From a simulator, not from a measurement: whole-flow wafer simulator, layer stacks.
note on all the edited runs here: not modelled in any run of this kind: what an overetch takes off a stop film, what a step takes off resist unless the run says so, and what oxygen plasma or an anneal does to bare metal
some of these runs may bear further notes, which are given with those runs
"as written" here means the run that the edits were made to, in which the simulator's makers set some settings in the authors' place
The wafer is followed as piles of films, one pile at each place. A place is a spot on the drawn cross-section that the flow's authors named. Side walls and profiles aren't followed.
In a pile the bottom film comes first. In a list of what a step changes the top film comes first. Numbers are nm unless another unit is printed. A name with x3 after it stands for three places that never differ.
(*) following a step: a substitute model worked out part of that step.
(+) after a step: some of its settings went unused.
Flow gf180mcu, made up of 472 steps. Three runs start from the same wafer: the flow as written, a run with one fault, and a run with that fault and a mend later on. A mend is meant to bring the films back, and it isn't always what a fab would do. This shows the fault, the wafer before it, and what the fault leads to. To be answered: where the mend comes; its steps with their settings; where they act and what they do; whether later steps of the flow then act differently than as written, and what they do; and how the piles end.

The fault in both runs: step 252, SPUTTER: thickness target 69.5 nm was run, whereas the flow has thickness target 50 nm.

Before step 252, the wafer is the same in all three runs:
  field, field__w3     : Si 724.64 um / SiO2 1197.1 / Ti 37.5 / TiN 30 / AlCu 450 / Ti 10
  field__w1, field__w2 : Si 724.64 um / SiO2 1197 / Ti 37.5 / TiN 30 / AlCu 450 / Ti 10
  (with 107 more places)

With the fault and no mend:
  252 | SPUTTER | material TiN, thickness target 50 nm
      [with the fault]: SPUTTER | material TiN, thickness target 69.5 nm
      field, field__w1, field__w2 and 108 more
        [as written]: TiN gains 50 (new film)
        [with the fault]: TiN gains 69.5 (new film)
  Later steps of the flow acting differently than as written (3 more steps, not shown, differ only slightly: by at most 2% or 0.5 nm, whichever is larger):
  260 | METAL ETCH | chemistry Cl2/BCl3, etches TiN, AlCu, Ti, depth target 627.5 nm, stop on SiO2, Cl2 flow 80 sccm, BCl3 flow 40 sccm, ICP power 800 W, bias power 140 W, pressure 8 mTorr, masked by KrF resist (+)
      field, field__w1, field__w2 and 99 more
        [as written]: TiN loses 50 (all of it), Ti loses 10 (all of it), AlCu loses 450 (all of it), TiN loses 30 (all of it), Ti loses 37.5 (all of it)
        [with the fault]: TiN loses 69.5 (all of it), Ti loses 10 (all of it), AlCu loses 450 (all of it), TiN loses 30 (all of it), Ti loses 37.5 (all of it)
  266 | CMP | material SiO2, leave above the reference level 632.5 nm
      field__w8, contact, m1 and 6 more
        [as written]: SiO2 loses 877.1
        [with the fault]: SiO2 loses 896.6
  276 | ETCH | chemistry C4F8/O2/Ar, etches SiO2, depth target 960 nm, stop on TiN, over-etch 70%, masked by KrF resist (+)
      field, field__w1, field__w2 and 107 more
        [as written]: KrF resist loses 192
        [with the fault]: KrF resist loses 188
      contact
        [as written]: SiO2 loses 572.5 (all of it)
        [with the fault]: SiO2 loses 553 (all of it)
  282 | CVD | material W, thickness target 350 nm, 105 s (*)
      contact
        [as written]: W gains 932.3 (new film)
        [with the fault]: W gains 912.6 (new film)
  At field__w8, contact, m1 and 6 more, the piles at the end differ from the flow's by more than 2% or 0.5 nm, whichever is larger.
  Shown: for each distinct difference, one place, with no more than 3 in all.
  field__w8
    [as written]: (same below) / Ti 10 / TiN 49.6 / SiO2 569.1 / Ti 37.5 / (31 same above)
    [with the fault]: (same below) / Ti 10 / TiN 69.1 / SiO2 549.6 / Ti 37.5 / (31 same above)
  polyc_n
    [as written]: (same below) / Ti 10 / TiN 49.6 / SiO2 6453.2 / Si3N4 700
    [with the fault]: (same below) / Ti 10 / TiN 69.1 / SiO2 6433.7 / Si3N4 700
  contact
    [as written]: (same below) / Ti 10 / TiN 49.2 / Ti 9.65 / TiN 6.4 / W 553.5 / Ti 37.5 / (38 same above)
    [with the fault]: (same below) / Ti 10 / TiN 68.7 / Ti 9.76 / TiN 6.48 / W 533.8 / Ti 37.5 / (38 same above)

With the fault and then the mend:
  The mend stands after step 259.
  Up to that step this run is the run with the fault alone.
  259a | STRIP | chemistry O2/N2, power 2160 W, pressure 1700 mTorr (*)
      field__w8, contact, m1 and 6 more
        KrF resist loses 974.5 (all of it)
  259b | METAL ETCH | chemistry Cl2/BCl3, etches TiN, AlCu, Ti, depth target 19.5 nm, Cl2 flow 80 sccm, BCl3 flow 40 sccm, ICP power 800 W, bias power 140 W, pressure 8 mTorr
      field, field__w1, field__w2 and 108 more
        TiN loses 19.5
  259c | HMDS | 120 C, 60 s (a further turn of the flow's step 254)
      alters no film at any place that is followed
  259d | COAT | KrF resist, thickness 1000 nm (a further turn of the flow's step 255)
      field, field__w1, field__w2 and 108 more
        KrF resist gains 1000 (new film)
  259e | SOFTBAKE | KrF resist (a further turn of the flow's step 256)
      alters no film at any place that is followed
  259f | EXPOSE | photomask Metal1 (a further turn of the flow's step 257)
      alters no film at any place that is followed
  259g | PEB | KrF resist, 135 C, 90 s (a further turn of the flow's step 258)
      field, field__w1, field__w2 and 108 more
        KrF resist loses 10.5
  259h | DEVELOP | thickness 1000 nm, 60 s (a further turn of the flow's step 259)
      field, field__w1, field__w2 and 99 more
        KrF resist loses 989.5 (all of it)
      field__w8, contact, m1 and 6 more
        KrF resist loses 14.9
  Later steps of the flow that are run all act as written at every place that is followed.
  The piles end the same as the flow's at every place that both follow.
